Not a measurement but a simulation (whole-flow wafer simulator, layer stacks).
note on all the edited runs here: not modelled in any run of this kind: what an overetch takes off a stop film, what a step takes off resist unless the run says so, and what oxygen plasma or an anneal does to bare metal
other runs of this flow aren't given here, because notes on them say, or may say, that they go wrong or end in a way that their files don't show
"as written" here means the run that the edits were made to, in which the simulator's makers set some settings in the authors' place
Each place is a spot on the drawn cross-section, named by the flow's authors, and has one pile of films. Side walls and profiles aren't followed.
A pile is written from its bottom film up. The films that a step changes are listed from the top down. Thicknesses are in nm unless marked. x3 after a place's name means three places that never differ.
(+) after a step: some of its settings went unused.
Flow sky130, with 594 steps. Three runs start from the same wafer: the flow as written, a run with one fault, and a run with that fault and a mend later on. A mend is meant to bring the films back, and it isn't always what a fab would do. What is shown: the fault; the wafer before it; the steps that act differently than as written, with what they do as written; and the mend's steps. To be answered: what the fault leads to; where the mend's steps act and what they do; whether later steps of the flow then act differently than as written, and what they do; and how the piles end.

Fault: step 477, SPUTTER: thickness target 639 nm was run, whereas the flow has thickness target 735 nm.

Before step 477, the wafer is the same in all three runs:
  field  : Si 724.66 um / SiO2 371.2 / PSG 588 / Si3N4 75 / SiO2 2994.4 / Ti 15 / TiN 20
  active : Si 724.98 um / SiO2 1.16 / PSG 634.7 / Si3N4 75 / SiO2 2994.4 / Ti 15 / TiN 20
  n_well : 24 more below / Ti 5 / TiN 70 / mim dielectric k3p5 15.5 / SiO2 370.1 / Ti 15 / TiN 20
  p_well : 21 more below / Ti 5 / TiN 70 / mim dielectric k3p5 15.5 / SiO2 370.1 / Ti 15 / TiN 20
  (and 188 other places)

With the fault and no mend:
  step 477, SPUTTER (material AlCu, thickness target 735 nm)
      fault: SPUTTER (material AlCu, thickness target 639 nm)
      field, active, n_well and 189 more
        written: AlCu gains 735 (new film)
        fault: AlCu gains 639 (new film)
  Later steps of the flow acting differently than as written (15 other steps are not shown; they differ only slightly, by no more than 2% or 0.5 nm, whichever is larger):
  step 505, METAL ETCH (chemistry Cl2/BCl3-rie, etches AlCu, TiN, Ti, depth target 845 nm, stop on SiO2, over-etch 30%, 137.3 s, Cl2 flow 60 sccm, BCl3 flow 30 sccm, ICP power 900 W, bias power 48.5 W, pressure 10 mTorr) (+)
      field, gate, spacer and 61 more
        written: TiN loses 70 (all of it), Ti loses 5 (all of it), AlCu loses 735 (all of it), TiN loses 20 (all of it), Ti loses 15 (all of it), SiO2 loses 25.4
        fault: TiN loses 70 (all of it), Ti loses 5 (all of it), AlCu loses 639 (all of it), TiN loses 20 (all of it), Ti loses 15 (all of it), SiO2 loses 34.9
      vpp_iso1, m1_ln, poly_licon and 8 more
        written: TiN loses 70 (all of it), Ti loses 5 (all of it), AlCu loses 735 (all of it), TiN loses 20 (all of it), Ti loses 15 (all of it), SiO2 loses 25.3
        fault: TiN loses 70 (all of it), Ti loses 5 (all of it), AlCu loses 639 (all of it), TiN loses 20 (all of it), Ti loses 15 (all of it), SiO2 loses 34.9
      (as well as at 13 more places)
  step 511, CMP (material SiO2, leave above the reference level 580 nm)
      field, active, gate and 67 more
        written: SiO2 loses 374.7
        fault: SiO2 loses 461.1
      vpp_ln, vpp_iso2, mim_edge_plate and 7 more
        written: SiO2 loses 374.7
        fault: SiO2 loses 461
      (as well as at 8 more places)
  The piles end different from the flow's at field, active, n_well and 190 more by more than 2% or 0.5 nm, whichever is larger.
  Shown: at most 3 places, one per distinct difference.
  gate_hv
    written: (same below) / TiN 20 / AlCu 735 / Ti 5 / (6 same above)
    fault: (same below) / TiN 20 / AlCu 639 / Ti 5 / (6 same above)
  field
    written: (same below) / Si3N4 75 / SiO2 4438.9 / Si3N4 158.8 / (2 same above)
    fault: (same below) / Si3N4 75 / SiO2 4342.9 / Si3N4 158.8 / (2 same above)
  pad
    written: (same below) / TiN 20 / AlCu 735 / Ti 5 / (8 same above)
    fault: (same below) / TiN 20 / AlCu 639 / Ti 5 / (8 same above)

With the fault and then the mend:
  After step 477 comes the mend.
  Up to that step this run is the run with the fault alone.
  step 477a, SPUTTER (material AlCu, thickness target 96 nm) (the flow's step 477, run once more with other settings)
      field, active, n_well and 189 more
        AlCu gains 96
  None of the later steps of the flow acts differently than as written at any place that is followed.
  At every place that both follow, the piles at the end match the flow's.
